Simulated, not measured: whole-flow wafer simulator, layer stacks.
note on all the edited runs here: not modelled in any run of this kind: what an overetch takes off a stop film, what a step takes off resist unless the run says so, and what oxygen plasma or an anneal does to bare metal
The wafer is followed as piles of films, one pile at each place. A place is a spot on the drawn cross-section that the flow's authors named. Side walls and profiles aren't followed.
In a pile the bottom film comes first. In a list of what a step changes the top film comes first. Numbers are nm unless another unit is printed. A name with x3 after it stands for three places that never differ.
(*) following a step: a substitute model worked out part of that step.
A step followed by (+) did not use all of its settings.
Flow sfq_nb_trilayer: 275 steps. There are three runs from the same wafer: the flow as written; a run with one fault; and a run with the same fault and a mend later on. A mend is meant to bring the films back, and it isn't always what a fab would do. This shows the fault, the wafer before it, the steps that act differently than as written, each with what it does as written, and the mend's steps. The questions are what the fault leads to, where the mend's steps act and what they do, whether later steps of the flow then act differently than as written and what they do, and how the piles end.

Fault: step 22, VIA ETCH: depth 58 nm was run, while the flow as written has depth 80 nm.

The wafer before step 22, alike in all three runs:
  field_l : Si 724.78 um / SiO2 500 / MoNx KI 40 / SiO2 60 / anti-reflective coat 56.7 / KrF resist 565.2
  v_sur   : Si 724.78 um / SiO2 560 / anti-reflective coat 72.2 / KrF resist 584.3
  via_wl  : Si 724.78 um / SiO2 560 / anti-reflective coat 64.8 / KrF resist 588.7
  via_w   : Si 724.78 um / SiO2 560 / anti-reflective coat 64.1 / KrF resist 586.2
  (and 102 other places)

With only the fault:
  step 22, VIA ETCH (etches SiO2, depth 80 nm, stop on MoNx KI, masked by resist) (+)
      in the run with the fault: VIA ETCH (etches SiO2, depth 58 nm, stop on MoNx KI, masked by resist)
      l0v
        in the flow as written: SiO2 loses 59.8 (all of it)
        in the run with the fault: SiO2 loses 58
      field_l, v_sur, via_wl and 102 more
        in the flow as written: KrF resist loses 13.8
        in the run with the fault: KrF resist loses 10
  Steps further on in the flow that do not act as written (10 other steps are not shown; they differ only slightly, by no more than 2% or 0.5 nm, whichever is larger):
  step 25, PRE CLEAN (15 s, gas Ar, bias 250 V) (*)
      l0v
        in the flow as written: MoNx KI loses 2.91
        in the run with the fault: SiO2 loses 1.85 (all of it), MoNx KI loses 1.97
  At l0v, the piles at the end differ from the flow's by more than 2% or 0.5 nm, whichever is larger.
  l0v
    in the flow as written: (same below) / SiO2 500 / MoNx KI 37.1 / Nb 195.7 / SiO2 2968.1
    in the run with the fault: (same below) / SiO2 500 / MoNx KI 38 / Nb 195.9 / SiO2 2967

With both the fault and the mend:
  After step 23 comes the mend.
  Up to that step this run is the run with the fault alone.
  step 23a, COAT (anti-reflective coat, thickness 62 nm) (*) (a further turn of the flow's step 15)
      p4_fl x3, p4_w1 x9, p4_g1 x2 and 59 more
        anti-reflective coat gains 62 (new film)
      gap, jj_sur, ce_l and 8 more
        anti-reflective coat gains 63.6 (new film)
      wire, be, be_sur, field_r, lsp_l
        anti-reflective coat gains 63.7 (new film)
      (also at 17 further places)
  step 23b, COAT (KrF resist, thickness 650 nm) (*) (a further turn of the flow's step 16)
      p4_fl x3, p4_w1 x9, p4_g1 x2 and 59 more
        KrF resist gains 650 (new film)
      c5j, ce_r, sp_r, be_r, r_sur, res
        KrF resist gains 656.7 (new film)
      gap, jj_sur, ce_l, r_end
        KrF resist gains 656.8 (new film)
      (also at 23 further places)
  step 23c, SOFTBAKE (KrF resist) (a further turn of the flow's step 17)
      does not change any film at any place that is followed
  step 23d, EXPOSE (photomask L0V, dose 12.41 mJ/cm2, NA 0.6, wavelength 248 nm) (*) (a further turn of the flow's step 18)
      does not change any film at any place that is followed
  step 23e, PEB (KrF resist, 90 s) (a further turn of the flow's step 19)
      p4_fl x3, p4_w1 x9, p4_g1 x2 and 59 more
        KrF resist loses 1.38
      via_v, wire, be and 17 more
        KrF resist loses 1.39
      v_sur, via_w, via_wr, via_sp, ln_m6
        KrF resist loses 1.4
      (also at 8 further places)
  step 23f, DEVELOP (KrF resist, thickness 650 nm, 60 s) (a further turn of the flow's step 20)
      field_l, v_sur, via_wl and 102 more
        KrF resist loses 23.5
      l0v
        KrF resist loses 670.5 (all of it)
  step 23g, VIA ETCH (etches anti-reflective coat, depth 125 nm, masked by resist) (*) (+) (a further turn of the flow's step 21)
      field_l, v_sur, via_wl and 102 more
        KrF resist loses 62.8
      l0v
        anti-reflective coat loses 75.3 (all of it), SiO2 loses 0.19
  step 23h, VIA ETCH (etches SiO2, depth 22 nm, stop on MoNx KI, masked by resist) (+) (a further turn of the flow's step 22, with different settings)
      field_l, v_sur, via_wl and 102 more
        KrF resist loses 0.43
      l0v
        SiO2 loses 1.66 (all of it)
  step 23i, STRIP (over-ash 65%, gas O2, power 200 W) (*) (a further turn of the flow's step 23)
      p4_fl x3, p4_w1 x9, p4_g1 x2 and 59 more
        KrF resist loses 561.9 (all of it), anti-reflective coat loses 62 (all of it)
      ce_l, c5j, ce_r, sp_r, be_r, r_sur, res
        KrF resist loses 568.6 (all of it), anti-reflective coat loses 63.6 (all of it)
      gap, jj_sur, r_end, moat
        KrF resist loses 568.7 (all of it), anti-reflective coat loses 63.6 (all of it)
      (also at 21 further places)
  None of the later steps of the flow acts differently than as written at any place that is followed.
  By the end, the piles equal the flow's at every place that both follow.
